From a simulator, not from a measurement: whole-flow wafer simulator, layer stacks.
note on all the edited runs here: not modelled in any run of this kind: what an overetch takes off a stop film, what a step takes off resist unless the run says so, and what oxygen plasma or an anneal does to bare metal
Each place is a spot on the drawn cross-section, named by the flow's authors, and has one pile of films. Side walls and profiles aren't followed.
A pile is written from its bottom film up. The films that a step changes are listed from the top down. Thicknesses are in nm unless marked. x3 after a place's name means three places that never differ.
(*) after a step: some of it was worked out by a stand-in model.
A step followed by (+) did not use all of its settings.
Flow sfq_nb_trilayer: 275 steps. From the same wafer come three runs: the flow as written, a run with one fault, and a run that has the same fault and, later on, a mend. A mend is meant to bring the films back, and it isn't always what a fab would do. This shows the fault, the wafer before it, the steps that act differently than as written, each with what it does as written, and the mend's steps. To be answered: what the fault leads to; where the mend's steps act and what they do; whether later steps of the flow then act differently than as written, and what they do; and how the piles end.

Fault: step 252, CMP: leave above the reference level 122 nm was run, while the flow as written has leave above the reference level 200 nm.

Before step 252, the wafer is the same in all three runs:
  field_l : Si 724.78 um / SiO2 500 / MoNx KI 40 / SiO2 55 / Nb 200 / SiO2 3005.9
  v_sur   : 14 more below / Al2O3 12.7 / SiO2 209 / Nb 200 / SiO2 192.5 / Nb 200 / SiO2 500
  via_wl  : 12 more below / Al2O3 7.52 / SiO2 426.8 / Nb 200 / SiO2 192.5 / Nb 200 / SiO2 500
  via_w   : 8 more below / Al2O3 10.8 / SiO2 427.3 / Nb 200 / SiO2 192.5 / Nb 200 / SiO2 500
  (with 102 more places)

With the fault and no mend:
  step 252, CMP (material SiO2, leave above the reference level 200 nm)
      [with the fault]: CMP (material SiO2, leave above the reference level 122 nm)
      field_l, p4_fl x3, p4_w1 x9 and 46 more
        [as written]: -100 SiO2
        [with the fault]: -178 SiO2
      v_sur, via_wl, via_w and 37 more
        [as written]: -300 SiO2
        [with the fault]: -378 SiO2
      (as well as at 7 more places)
  Steps later in the flow that act otherwise than as written (2 more steps, not shown, differ only slightly: by at most 2% or 0.5 nm, whichever is larger):
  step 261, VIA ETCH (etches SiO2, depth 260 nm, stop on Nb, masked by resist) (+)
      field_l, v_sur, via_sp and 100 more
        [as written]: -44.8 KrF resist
        [with the fault]: -31.5 KrF resist
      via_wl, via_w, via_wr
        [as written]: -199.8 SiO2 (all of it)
        [with the fault]: -121.8 SiO2 (all of it)
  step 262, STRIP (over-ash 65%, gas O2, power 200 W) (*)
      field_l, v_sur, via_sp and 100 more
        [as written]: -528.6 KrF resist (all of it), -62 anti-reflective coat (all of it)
        [with the fault]: -541.9 KrF resist (all of it), -62 anti-reflective coat (all of it)
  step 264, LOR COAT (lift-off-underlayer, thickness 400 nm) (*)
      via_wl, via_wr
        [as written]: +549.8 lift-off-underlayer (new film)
        [with the fault]: +491.4 lift-off-underlayer (new film)
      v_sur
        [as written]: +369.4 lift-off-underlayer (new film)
        [with the fault]: +381.3 lift-off-underlayer (new film)
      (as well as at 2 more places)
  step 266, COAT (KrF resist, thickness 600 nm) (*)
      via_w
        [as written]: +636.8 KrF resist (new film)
        [with the fault]: +622.4 KrF resist (new film)
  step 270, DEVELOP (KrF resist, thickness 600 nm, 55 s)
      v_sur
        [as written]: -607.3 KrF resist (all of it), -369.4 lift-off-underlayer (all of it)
        [with the fault]: -604 KrF resist (all of it), -381.3 lift-off-underlayer (all of it)
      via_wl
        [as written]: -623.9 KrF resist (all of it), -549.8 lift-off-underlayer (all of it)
        [with the fault]: -614.1 KrF resist (all of it), -491.4 lift-off-underlayer (all of it)
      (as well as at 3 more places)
  By the end, the piles at field_l, v_sur, via_sp and 100 more depart from the flow's by more than 2% or 0.5 nm, whichever is larger.
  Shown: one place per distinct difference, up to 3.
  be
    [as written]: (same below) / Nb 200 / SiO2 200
    [with the fault]: (same below) / Nb 200 / SiO2 122
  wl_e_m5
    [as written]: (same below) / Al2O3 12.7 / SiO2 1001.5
    [with the fault]: (same below) / Al2O3 12.7 / SiO2 923.5
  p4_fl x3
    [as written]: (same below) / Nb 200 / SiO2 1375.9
    [with the fault]: (same below) / Nb 200 / SiO2 1297.9

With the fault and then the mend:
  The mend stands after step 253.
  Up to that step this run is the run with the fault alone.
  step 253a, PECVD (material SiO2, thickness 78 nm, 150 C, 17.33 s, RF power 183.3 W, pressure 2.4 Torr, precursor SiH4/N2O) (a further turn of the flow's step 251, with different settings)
      field_l, v_sur, via_wl and 103 more
        +78 SiO2
  Every later step of the flow that is run acts as written at every place that is followed.
  By the end, the piles equal the flow's at every place that both follow.
